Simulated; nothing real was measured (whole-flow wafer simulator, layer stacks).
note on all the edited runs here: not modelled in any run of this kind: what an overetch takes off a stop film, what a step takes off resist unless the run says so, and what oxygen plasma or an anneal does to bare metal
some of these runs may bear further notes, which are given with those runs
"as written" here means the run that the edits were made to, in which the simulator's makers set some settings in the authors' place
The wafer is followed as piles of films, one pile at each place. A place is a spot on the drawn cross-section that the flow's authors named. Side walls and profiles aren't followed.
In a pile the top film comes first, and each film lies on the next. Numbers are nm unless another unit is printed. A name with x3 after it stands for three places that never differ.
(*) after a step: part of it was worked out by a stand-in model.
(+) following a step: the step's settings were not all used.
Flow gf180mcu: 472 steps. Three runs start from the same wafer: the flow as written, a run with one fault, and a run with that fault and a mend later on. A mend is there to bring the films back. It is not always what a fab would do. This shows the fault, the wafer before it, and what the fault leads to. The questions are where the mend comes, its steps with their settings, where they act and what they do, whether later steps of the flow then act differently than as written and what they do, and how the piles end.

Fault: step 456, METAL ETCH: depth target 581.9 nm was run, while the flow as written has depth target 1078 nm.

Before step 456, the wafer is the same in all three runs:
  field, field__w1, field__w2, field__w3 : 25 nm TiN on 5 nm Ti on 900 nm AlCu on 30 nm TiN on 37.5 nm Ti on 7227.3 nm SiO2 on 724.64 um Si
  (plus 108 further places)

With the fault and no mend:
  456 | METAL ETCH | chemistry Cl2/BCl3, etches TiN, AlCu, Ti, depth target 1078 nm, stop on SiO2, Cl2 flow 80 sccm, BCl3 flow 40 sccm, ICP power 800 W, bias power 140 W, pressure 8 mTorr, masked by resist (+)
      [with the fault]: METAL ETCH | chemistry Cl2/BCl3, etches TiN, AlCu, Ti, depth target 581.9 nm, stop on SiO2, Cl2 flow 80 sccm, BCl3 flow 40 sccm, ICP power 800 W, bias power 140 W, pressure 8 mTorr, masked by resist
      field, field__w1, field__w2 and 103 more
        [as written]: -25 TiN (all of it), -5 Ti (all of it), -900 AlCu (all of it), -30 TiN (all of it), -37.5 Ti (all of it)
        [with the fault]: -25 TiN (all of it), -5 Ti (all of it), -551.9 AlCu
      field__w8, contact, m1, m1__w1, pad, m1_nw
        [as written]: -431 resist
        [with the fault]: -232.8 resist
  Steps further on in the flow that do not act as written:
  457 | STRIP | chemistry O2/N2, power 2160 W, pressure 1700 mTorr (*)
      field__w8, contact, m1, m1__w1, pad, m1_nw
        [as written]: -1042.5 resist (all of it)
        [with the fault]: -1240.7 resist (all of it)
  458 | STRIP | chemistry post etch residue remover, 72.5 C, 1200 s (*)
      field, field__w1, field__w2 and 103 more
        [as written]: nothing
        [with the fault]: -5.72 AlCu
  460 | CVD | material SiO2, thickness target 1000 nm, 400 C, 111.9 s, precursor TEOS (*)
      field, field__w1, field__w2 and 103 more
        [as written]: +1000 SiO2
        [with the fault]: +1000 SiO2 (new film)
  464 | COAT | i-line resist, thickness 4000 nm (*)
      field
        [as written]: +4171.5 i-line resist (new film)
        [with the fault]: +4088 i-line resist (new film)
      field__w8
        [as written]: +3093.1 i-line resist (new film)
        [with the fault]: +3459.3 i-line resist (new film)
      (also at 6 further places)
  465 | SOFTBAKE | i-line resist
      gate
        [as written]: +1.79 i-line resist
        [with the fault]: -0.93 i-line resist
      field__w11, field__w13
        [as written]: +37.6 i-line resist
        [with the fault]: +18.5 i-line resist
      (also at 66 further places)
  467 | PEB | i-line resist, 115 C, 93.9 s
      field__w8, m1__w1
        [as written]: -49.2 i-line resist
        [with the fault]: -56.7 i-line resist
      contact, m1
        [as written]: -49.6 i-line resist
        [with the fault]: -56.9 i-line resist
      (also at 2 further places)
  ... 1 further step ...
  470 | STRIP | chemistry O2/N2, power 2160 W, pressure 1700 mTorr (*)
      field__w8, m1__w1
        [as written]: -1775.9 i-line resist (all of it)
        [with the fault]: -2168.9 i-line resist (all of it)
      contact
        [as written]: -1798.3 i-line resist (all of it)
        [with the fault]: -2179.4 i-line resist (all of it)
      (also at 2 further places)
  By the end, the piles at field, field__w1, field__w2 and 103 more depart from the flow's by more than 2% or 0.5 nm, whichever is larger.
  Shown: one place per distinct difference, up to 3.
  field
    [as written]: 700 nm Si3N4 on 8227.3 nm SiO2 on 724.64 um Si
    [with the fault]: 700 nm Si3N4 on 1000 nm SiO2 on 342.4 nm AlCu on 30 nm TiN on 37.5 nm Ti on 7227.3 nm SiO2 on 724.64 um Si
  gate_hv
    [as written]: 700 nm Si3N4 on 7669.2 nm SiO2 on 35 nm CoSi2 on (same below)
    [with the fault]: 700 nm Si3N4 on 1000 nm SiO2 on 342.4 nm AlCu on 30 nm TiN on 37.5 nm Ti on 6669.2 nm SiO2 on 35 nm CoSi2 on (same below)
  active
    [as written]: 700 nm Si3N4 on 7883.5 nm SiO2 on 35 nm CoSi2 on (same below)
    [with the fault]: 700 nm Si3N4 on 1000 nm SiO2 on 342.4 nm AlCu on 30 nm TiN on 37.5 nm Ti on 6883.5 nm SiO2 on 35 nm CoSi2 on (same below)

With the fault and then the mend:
  After step 456 comes the mend.
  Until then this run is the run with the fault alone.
  456a | METAL ETCH | chemistry Cl2/BCl3, etches TiN, AlCu, Ti, depth target 495.6 nm, stop on SiO2, Cl2 flow 80 sccm, BCl3 flow 40 sccm, ICP power 800 W, bias power 140 W, pressure 8 mTorr, masked by resist (+) (a further turn of the flow's step 456, with different settings)
      field, field__w1, field__w2 and 103 more
        -348.1 AlCu (all of it), -30 TiN (all of it), -37.5 Ti (all of it)
      field__w8, contact, m1, m1__w1, pad, m1_nw
        -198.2 resist
  None of the later steps of the flow acts differently than as written at any place that is followed.
  By the end, the piles equal the flow's at every place that both follow.
